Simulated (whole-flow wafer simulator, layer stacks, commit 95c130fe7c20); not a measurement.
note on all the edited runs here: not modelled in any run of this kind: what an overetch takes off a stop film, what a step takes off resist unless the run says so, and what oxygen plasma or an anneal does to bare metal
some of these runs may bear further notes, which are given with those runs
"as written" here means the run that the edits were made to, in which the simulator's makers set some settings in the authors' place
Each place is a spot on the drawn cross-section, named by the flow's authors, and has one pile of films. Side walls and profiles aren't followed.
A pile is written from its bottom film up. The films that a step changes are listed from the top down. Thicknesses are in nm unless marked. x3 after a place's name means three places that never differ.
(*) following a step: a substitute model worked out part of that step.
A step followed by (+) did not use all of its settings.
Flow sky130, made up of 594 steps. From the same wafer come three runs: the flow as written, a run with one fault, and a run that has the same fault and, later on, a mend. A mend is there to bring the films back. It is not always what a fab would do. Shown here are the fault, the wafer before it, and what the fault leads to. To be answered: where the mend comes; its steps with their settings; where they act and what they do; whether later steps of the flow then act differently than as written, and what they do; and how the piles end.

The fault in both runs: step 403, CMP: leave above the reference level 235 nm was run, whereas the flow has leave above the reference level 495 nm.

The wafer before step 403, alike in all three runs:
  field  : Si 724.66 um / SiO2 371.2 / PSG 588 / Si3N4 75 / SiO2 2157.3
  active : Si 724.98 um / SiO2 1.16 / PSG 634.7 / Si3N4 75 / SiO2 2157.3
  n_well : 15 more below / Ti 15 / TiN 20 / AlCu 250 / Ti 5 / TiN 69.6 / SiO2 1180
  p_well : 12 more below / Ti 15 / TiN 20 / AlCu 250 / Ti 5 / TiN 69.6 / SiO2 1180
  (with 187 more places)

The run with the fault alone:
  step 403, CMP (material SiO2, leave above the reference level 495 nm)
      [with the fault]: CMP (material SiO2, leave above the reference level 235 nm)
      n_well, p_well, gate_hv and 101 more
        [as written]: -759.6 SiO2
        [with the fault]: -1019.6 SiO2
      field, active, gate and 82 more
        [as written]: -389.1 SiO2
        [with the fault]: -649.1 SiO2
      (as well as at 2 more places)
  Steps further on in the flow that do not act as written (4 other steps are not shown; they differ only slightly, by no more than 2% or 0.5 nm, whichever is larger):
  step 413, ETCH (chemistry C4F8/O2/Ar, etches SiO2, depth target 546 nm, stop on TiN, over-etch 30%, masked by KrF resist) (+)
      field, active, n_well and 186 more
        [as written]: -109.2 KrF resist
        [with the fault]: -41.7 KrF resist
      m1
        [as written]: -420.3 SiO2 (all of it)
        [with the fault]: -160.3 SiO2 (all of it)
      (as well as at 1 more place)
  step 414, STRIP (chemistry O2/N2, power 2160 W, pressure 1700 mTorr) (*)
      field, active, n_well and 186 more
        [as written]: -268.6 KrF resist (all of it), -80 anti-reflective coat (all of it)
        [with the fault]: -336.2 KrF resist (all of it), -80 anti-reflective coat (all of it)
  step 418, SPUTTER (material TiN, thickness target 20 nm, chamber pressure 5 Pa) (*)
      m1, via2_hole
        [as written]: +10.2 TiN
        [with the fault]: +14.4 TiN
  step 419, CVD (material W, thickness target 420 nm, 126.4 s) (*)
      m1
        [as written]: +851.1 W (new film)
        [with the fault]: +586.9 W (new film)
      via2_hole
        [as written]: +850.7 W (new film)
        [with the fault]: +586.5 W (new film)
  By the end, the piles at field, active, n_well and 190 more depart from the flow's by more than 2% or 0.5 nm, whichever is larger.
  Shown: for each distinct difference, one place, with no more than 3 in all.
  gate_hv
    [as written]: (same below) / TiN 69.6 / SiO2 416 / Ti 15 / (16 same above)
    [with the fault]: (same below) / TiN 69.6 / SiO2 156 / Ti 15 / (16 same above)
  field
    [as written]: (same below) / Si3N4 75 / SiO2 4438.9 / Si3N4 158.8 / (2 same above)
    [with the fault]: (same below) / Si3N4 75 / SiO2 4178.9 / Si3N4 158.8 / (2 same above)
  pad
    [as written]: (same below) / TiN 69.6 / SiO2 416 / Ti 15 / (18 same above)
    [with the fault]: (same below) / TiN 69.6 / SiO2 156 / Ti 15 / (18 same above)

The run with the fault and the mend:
  After step 403 comes the mend.
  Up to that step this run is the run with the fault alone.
  step 403a, HDPCVD (thickness target 260 nm) (*) (the flow's step 402, run once more with other settings)
      field, active, n_well and 188 more
        +260 SiO2
  None of the later steps of the flow differs from how it acts as written, at any place that is followed, by more than 2% or 0.5 nm, whichever is larger.
  The piles end the same as the flow's at every place that both follow.
